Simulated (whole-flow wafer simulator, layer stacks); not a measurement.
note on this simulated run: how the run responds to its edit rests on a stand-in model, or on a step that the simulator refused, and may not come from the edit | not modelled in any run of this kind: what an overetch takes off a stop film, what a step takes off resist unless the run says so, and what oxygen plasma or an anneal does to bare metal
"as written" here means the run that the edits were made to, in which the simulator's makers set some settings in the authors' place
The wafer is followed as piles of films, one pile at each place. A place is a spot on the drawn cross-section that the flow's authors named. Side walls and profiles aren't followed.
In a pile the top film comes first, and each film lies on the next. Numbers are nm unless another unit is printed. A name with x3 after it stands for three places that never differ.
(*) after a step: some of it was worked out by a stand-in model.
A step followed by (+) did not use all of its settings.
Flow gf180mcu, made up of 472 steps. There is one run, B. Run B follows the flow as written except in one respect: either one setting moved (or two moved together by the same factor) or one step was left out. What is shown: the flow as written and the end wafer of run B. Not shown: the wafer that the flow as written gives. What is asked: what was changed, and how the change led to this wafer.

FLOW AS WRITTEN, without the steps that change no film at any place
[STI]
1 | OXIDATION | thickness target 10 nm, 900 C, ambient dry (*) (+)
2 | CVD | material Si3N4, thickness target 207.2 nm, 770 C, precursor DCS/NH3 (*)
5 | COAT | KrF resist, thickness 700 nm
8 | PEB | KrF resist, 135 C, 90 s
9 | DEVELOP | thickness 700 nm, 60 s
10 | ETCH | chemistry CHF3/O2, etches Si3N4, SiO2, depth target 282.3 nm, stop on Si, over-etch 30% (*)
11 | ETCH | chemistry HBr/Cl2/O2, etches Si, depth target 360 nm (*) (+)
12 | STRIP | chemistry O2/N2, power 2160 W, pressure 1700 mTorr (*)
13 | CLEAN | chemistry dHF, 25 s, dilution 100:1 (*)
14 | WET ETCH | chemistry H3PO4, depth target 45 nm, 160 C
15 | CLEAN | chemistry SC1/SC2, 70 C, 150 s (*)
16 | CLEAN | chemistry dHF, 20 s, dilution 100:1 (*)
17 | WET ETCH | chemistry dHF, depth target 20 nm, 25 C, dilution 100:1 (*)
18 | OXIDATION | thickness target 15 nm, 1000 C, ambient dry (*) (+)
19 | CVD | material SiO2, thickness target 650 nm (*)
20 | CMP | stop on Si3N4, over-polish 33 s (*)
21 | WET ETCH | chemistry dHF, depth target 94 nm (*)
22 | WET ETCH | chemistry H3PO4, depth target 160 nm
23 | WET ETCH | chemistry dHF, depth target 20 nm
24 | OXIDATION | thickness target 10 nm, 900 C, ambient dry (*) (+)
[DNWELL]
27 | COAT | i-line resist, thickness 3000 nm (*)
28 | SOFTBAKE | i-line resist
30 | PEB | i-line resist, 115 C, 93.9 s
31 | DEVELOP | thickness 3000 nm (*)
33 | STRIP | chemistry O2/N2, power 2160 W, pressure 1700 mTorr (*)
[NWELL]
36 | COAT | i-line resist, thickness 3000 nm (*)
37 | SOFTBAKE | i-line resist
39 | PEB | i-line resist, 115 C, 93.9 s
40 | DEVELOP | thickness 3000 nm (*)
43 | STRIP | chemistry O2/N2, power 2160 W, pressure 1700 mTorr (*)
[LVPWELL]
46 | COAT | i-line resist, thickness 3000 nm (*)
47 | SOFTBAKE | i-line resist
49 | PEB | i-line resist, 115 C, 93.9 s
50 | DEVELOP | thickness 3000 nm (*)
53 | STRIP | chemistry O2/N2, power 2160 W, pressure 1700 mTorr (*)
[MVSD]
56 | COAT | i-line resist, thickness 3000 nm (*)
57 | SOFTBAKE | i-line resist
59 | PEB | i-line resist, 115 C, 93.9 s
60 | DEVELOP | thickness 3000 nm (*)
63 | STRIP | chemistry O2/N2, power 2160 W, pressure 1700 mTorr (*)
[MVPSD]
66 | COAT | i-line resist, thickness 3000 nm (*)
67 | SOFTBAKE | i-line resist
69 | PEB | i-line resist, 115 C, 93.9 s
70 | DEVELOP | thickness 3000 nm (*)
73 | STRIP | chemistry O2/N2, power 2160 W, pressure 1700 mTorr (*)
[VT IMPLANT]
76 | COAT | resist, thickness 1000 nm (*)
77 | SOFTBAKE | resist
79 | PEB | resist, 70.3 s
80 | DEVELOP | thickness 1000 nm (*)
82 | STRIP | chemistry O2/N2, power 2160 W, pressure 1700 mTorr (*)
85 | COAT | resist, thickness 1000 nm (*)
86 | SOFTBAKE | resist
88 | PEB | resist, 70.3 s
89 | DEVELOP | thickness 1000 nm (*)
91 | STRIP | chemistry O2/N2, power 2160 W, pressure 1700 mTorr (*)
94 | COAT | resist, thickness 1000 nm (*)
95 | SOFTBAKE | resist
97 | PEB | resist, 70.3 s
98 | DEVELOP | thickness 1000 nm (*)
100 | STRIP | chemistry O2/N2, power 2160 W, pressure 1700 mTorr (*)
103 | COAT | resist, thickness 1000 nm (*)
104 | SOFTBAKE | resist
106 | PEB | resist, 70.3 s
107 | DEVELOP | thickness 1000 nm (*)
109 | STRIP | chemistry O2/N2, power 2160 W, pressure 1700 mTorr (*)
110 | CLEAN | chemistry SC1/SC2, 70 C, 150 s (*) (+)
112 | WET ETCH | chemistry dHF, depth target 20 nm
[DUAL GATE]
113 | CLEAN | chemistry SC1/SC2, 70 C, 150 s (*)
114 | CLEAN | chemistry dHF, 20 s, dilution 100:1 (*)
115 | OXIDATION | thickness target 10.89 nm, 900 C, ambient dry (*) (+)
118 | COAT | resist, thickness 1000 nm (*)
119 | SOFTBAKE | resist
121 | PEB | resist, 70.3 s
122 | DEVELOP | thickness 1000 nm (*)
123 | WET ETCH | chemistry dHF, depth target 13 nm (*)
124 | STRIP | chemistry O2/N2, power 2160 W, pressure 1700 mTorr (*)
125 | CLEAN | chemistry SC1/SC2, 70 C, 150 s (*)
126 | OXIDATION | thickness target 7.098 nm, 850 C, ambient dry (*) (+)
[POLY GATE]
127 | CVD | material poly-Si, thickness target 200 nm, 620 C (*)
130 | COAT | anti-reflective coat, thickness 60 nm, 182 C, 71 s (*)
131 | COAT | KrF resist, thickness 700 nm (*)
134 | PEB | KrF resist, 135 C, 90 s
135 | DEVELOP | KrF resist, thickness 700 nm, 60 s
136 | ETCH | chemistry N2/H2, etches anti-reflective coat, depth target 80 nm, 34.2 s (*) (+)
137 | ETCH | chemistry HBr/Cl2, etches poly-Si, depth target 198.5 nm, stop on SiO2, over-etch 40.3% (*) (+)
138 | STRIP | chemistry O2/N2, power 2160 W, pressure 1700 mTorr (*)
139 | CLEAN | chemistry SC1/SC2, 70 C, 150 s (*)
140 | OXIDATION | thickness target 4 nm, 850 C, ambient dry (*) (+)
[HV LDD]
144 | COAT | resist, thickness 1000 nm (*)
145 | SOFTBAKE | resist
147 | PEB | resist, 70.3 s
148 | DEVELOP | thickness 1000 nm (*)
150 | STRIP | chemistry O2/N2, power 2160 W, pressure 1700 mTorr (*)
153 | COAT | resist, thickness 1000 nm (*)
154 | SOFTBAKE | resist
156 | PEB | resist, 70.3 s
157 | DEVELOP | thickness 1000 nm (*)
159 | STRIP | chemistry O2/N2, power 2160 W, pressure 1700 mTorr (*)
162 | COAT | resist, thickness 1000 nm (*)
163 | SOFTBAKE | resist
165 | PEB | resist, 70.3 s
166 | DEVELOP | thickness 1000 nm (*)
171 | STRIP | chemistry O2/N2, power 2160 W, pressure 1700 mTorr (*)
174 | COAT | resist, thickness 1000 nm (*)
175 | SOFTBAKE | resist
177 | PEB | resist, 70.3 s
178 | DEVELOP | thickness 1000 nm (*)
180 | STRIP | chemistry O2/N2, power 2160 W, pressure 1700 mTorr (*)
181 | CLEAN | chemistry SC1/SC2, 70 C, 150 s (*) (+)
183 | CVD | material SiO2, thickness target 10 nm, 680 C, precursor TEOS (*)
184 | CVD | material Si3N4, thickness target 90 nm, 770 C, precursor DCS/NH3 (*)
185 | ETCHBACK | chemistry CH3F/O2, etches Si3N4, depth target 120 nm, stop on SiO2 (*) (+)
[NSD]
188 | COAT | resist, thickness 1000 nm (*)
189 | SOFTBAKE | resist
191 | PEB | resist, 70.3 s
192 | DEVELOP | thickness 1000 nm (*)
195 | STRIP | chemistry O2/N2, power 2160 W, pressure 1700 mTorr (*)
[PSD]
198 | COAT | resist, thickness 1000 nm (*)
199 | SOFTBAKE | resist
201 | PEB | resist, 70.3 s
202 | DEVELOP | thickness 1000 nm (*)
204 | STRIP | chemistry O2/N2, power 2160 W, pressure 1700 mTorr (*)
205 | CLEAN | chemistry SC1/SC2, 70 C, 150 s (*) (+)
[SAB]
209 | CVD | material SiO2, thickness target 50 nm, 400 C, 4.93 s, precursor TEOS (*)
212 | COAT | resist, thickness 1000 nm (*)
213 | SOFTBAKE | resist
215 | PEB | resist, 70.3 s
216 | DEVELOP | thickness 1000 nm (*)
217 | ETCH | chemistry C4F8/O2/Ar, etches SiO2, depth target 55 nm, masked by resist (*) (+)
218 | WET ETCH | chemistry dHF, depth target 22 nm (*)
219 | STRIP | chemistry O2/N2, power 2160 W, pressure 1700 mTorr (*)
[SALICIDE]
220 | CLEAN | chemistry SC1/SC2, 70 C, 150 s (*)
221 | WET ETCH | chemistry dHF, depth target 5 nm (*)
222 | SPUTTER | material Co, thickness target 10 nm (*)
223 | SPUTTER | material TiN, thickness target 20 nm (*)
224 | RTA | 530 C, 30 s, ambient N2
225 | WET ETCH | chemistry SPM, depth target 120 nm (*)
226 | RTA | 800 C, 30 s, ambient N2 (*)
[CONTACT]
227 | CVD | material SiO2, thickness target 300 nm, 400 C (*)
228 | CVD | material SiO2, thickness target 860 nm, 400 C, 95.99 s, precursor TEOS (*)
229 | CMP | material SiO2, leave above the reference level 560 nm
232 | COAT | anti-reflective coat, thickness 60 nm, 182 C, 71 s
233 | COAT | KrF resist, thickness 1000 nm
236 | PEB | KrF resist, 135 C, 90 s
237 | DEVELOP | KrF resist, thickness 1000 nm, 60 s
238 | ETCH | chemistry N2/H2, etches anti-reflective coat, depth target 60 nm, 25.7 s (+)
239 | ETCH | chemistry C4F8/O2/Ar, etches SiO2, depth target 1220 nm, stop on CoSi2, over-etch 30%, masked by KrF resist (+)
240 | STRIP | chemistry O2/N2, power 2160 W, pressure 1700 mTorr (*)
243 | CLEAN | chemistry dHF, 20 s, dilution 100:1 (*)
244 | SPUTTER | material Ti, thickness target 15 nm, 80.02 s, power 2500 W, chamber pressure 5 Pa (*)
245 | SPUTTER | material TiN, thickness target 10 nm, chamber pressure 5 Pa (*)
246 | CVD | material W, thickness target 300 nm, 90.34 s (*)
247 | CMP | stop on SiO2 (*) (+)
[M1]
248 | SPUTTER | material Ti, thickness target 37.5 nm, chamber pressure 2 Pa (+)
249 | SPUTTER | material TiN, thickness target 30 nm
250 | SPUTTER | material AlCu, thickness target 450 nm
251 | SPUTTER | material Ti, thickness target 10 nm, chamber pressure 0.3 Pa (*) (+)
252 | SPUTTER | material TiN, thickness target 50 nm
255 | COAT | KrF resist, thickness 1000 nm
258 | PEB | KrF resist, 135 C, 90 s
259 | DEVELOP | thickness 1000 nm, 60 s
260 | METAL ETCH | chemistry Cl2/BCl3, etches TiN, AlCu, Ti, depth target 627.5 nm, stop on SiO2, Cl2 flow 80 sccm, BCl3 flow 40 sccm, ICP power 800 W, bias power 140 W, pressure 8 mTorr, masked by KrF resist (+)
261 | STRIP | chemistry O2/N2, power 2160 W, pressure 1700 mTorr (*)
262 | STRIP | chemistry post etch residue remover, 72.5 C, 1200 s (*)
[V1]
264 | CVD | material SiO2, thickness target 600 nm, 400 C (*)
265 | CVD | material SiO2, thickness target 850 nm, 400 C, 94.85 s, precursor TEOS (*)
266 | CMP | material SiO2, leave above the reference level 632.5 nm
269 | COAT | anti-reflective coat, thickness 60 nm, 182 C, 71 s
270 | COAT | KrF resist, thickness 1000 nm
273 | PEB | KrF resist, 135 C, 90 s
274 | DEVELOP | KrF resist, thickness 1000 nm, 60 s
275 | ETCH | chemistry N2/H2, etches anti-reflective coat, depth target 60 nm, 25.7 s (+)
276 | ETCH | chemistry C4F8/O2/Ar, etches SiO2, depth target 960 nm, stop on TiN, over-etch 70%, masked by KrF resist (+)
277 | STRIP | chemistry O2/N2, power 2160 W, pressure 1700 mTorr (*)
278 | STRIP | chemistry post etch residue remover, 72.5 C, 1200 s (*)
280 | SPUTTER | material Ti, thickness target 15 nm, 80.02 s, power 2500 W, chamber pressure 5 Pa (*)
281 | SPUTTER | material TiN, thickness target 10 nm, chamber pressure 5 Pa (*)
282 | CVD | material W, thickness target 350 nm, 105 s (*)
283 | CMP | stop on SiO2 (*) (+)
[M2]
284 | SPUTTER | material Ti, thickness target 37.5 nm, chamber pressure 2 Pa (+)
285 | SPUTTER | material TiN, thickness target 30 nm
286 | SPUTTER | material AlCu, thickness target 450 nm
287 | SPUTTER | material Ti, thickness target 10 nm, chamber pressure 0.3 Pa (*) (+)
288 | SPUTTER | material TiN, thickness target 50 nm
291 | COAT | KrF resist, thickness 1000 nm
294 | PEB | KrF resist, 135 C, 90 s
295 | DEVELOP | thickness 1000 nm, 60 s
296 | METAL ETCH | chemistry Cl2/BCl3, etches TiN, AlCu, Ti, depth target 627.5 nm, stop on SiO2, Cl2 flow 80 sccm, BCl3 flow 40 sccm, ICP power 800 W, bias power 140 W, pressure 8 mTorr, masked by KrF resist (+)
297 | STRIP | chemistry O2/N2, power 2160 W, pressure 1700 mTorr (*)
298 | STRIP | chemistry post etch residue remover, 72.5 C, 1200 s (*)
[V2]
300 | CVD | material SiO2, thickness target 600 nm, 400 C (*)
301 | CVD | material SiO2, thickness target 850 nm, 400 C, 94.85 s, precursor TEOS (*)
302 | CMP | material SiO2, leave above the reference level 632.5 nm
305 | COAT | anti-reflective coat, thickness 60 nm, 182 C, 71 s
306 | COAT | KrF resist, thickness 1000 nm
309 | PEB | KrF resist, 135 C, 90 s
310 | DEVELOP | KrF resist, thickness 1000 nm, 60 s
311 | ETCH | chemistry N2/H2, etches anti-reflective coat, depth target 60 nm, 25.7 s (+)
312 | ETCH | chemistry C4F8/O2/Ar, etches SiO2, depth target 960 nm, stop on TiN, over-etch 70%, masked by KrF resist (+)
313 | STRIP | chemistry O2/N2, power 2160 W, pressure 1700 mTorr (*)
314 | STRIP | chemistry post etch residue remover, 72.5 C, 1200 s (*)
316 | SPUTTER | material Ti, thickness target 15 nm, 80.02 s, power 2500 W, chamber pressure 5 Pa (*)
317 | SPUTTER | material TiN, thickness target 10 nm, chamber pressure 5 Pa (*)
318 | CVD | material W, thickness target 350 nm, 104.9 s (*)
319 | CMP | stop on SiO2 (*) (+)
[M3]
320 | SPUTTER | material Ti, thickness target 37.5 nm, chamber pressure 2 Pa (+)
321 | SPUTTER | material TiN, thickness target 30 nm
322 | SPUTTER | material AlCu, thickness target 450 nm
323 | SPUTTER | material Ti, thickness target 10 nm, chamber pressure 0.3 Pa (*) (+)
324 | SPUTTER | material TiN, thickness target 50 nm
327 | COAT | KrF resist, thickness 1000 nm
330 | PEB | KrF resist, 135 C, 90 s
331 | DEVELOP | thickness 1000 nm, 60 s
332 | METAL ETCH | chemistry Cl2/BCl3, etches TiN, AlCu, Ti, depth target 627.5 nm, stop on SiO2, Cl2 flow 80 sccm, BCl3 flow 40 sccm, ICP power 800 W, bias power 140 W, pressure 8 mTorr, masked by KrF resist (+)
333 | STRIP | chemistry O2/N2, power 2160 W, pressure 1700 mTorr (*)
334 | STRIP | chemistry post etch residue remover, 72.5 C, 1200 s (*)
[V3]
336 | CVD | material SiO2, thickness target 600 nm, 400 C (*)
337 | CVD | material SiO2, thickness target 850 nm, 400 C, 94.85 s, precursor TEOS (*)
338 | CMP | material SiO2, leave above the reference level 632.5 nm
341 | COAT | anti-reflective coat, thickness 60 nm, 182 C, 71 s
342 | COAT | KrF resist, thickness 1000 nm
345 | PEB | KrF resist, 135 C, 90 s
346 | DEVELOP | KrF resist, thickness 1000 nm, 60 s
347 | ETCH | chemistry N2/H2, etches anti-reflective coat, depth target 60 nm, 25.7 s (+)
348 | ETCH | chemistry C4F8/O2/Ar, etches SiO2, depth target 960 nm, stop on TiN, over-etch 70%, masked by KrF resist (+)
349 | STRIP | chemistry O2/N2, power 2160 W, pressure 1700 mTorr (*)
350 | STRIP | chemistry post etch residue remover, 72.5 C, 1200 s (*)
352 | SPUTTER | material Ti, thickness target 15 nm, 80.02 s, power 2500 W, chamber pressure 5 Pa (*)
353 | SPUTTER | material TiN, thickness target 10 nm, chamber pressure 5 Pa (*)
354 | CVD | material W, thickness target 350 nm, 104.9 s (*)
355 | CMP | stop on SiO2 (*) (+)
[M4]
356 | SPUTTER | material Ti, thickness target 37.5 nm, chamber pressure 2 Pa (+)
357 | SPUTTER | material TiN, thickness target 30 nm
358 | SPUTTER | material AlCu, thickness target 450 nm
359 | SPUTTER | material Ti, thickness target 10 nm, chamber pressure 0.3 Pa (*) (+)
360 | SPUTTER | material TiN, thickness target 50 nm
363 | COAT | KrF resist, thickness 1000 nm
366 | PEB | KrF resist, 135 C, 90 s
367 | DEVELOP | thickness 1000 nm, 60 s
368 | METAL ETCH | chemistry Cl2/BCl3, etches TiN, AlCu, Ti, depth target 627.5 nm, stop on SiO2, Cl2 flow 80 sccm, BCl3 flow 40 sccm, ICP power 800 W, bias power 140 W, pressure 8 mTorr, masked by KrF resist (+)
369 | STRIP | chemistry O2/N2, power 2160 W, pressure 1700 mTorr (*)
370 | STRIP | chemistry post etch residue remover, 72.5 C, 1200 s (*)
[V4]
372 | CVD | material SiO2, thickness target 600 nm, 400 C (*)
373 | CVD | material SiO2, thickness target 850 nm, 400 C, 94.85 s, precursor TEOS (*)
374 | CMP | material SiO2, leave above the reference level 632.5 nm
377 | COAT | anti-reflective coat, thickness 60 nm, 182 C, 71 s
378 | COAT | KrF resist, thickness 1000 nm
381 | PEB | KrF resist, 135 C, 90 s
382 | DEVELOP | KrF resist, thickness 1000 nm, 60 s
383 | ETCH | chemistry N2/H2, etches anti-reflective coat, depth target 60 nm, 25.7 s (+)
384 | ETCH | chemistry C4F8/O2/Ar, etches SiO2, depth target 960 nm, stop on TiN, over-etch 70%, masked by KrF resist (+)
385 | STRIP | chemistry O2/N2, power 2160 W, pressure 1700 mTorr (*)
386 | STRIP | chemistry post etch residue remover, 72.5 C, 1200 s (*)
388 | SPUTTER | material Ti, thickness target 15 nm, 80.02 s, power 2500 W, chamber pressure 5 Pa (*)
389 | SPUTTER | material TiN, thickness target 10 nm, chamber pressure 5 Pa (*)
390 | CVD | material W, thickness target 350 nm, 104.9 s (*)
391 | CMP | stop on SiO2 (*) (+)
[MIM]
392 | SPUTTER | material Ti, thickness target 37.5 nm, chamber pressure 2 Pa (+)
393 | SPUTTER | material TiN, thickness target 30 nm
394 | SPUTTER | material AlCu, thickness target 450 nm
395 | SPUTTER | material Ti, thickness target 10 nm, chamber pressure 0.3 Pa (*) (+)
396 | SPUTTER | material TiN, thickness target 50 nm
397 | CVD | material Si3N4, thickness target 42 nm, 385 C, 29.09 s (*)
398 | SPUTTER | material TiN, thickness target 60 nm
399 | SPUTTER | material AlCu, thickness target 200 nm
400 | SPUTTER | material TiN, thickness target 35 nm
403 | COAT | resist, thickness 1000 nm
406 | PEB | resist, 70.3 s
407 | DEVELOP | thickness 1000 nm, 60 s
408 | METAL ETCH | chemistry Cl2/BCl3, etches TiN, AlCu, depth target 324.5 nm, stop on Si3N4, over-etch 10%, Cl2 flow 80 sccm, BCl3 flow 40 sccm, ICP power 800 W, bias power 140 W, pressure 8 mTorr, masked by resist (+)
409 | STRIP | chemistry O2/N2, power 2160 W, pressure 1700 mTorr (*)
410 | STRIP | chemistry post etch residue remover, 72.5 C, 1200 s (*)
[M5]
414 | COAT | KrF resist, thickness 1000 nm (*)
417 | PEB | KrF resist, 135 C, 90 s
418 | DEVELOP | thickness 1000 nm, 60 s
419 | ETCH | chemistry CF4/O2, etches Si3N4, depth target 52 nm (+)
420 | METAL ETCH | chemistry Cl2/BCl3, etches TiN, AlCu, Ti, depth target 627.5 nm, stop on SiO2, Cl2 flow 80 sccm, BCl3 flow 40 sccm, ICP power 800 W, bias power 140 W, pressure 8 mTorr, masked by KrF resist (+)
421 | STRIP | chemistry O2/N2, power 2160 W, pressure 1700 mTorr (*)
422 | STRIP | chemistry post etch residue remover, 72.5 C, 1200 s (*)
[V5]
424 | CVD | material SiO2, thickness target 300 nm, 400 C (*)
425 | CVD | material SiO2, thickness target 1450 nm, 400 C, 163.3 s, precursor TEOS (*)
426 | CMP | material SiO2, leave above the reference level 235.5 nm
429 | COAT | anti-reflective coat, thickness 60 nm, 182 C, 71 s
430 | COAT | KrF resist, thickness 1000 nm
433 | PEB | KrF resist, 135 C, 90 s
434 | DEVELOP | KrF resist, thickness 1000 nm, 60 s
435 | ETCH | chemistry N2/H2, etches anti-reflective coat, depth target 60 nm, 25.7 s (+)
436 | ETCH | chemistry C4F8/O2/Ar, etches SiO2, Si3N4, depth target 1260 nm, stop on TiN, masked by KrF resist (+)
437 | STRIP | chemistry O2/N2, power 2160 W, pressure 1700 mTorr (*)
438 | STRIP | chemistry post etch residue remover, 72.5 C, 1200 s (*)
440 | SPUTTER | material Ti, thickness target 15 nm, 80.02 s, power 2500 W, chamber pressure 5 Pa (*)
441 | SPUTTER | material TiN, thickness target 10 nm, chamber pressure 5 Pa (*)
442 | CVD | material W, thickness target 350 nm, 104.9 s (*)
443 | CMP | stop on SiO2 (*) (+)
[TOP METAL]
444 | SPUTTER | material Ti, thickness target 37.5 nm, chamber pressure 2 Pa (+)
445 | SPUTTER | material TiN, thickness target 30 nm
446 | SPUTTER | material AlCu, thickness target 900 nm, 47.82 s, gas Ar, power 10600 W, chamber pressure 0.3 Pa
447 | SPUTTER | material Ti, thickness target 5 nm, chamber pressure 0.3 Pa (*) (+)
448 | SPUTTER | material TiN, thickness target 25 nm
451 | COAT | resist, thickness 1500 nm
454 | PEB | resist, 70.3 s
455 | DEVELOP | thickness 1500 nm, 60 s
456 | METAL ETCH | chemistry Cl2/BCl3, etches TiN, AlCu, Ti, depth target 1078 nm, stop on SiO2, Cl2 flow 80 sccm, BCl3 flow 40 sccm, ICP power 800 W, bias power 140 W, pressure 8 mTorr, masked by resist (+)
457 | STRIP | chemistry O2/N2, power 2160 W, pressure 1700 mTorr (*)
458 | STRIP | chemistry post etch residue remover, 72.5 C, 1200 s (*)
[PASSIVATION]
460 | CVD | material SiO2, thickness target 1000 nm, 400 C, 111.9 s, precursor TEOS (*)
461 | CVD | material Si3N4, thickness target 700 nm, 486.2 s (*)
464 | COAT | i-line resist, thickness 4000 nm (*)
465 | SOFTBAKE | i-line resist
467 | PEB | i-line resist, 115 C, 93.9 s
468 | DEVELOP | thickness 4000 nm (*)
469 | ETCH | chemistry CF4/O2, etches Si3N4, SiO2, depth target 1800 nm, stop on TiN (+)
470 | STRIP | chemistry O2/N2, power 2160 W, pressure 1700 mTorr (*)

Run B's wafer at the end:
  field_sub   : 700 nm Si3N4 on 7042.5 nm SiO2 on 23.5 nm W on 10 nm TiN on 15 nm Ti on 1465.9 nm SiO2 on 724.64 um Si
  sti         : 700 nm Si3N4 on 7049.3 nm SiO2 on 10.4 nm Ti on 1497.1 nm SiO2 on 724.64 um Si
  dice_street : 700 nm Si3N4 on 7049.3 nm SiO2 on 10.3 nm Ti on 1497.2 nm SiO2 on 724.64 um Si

What caused this: step 229, CMP: leave above the reference level 896 nm was run, whereas the flow has leave above the reference level 560 nm.

The path from the change to this, step by step:
  229 | CMP | material SiO2, leave above the reference level 560 nm
      ldn_sep__w1, ldn_sep__w2, ldn_dft and 8 more: nothing (in the flow as written it would be: SiO2 loses 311)
      active, p_well, sd_n, iso_ptap_pw, iso_ntap_nw, iso_ptap_sub, vpnp_e: nothing (in the flow as written it would be: SiO2 loses 299.9)
      (and at 93 other places as well)
  232 | COAT | anti-reflective coat, thickness 60 nm, 182 C, 71 s
      sti, mim_1p0, pad, dice_street: anti-reflective coat gains 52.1 (new film) (in the flow as written it would be: anti-reflective coat gains 60 (new film))
      p_well, sd_n: anti-reflective coat gains 49 (new film) (in the flow as written it would be: anti-reflective coat gains 60 (new film))
      (and at 93 other places as well)
  233 | COAT | KrF resist, thickness 1000 nm
      field__w7: KrF resist gains 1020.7 (new film) (in the flow as written it would be: KrF resist gains 1000 (new film))
      field__w11: KrF resist gains 1023 (new film) (in the flow as written it would be: KrF resist gains 1000 (new film))
      (and at 4 other places as well)
  238 | ETCH | chemistry N2/H2, etches anti-reflective coat, depth target 60 nm, 25.7 s (+)
      contact: anti-reflective coat loses 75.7 (all of it) (in the flow as written it would be: anti-reflective coat loses 60 (all of it), SiO2 loses 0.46)
      polyc_n: anti-reflective coat loses 31.3 (all of it), SiO2 loses 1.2 (in the flow as written it would be: anti-reflective coat loses 60 (all of it), SiO2 loses 0.46)
      (and at 1 other place as well)
  239 | ETCH | chemistry C4F8/O2/Ar, etches SiO2, depth target 1220 nm, stop on CoSi2, over-etch 30%, masked by KrF resist (+)
      field, field__w1, field__w2 and 105 more: KrF resist loses 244 (in the flow as written it would be: KrF resist loses 223.5)
      polyc_n, polyc_p: SiO2 loses 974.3 (all of it) (in the flow as written it would be: SiO2 loses 639.1 (all of it))
      (and at 1 other place as well)
  240 | STRIP | chemistry O2/N2, power 2160 W, pressure 1700 mTorr (*)
      sti, mim_1p0, pad, dice_street: KrF resist loses 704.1 (all of it), anti-reflective coat loses 52.1 (all of it) (in the flow as written it would be: KrF resist loses 707.7 (all of it), anti-reflective coat loses 60 (all of it))
      p_well, sd_n: KrF resist loses 704.1 (all of it), anti-reflective coat loses 49 (all of it) (in the flow as written it would be: KrF resist loses 707.7 (all of it), anti-reflective coat loses 60 (all of it))
      (and at 102 other places as well)
  244 | SPUTTER | material Ti, thickness target 15 nm, 80.02 s, power 2500 W, chamber pressure 5 Pa (*)
      field__w2, field__w12: Ti gains 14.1 (new film) (in the flow as written it would be: Ti gains 15 (new film))
      field__w3: Ti gains 14.2 (new film) (in the flow as written it would be: Ti gains 15 (new film))
      (and at 2 other places as well)
  245 | SPUTTER | material TiN, thickness target 10 nm, chamber pressure 5 Pa (*)
      field__w2: TiN gains 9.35 (new film) (in the flow as written it would be: TiN gains 10 (new film))
      field__w3: TiN gains 9.48 (new film) (in the flow as written it would be: TiN gains 10 (new film))
      (and at 2 other places as well)
  246 | CVD | material W, thickness target 300 nm, 90.34 s (*)
      polyc_n, polyc_p: W gains 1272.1 (new film) (in the flow as written it would be: W gains 936.1 (new film))
      field__w12: W gains 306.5 (new film) (in the flow as written it would be: W gains 300 (new film))
      (and at 1 other place as well)
  247 | CMP | stop on SiO2 (*) (+)
      ldn_sep, ldn_sep__w1, ldn_sep__w2 and 13 more: W loses 300 (all of it), TiN loses 10 (all of it) (in the flow as written it would be: W loses 300 (all of it), TiN loses 10 (all of it), Ti loses 15 (all of it), SiO2 loses 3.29)
      active, p_well, sd_n, iso_ptap_pw, iso_ntap_nw, iso_ptap_sub, vpnp_e: W loses 298.7 (in the flow as written it would be: W loses 300 (all of it), TiN loses 10 (all of it), Ti loses 15 (all of it), SiO2 loses 3.29)
      (and at 86 other places as well)
  248 | SPUTTER | material Ti, thickness target 37.5 nm, chamber pressure 2 Pa (+)
      field__w13, pplus_u, ldn_sep and 15 more: Ti gains 37.5 (in the flow as written it would be: Ti gains 37.5 (new film))
  260 | METAL ETCH | chemistry Cl2/BCl3, etches TiN, AlCu, Ti, depth target 627.5 nm, stop on SiO2, Cl2 flow 80 sccm, BCl3 flow 40 sccm, ICP power 800 W, bias power 140 W, pressure 8 mTorr, masked by KrF resist (+)
      field, field__w1, field__w2 and 25 more: TiN loses 50 (all of it), Ti loses 10 (all of it), AlCu loses 450 (all of it), TiN loses 30 (all of it), Ti loses 37.5 (all of it), W loses 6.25 (in the flow as written it would be: TiN loses 50 (all of it), Ti loses 10 (all of it), AlCu loses 450 (all of it), TiN loses 30 (all of it), Ti loses 37.5 (all of it))
      active, p_well, sd_n, iso_ptap_pw, iso_ntap_nw, iso_ptap_sub, vpnp_e: TiN loses 50 (all of it), Ti loses 10 (all of it), AlCu loses 450 (all of it), TiN loses 30 (all of it), Ti loses 37.5 (all of it), W loses 1.31 (all of it), TiN loses 10 (all of it), Ti loses 15 (all of it), SiO2 loses 2.9 (in the flow as written it would be: TiN loses 50 (all of it), Ti loses 10 (all of it), AlCu loses 450 (all of it), TiN loses 30 (all of it), Ti loses 37.5 (all of it))
      (and at 33 other places as well)
  262 | STRIP | chemistry post etch residue remover, 72.5 C, 1200 s (*)
      field, field__w1, field__w2 and 22 more: W loses 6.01 (in the flow as written it would be: nothing)
      nw_enc_fld: W loses 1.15 (all of it), TiN loses 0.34 (in the flow as written it would be: nothing)
      (and at 2 other places as well)
  264 | CVD | material SiO2, thickness target 600 nm, 400 C (*)
      field, field__w1, field__w2 and 31 more: SiO2 gains 600 (new film) (in the flow as written it would be: SiO2 gains 600)
  266 | CMP | material SiO2, leave above the reference level 632.5 nm
      field, field__w1, field__w2 and 22 more: SiO2 loses 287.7 (in the flow as written it would be: SiO2 loses 300)
      p_well, sd_n, iso_ptap_pw, iso_ntap_nw, iso_ptap_sub, vpnp_e: SiO2 loses 270.8 (in the flow as written it would be: SiO2 loses 300)
      (and at 36 other places as well)
Taking metal films that touch as one body, field_sub has 1 body; the flow as written gives 0 bodies.
Taking metal films that touch as one body, sti has 1 body; the flow as written gives 0 bodies.
Taking metal films that touch as one body, dice_street has 1 body; the flow as written gives 0 bodies.
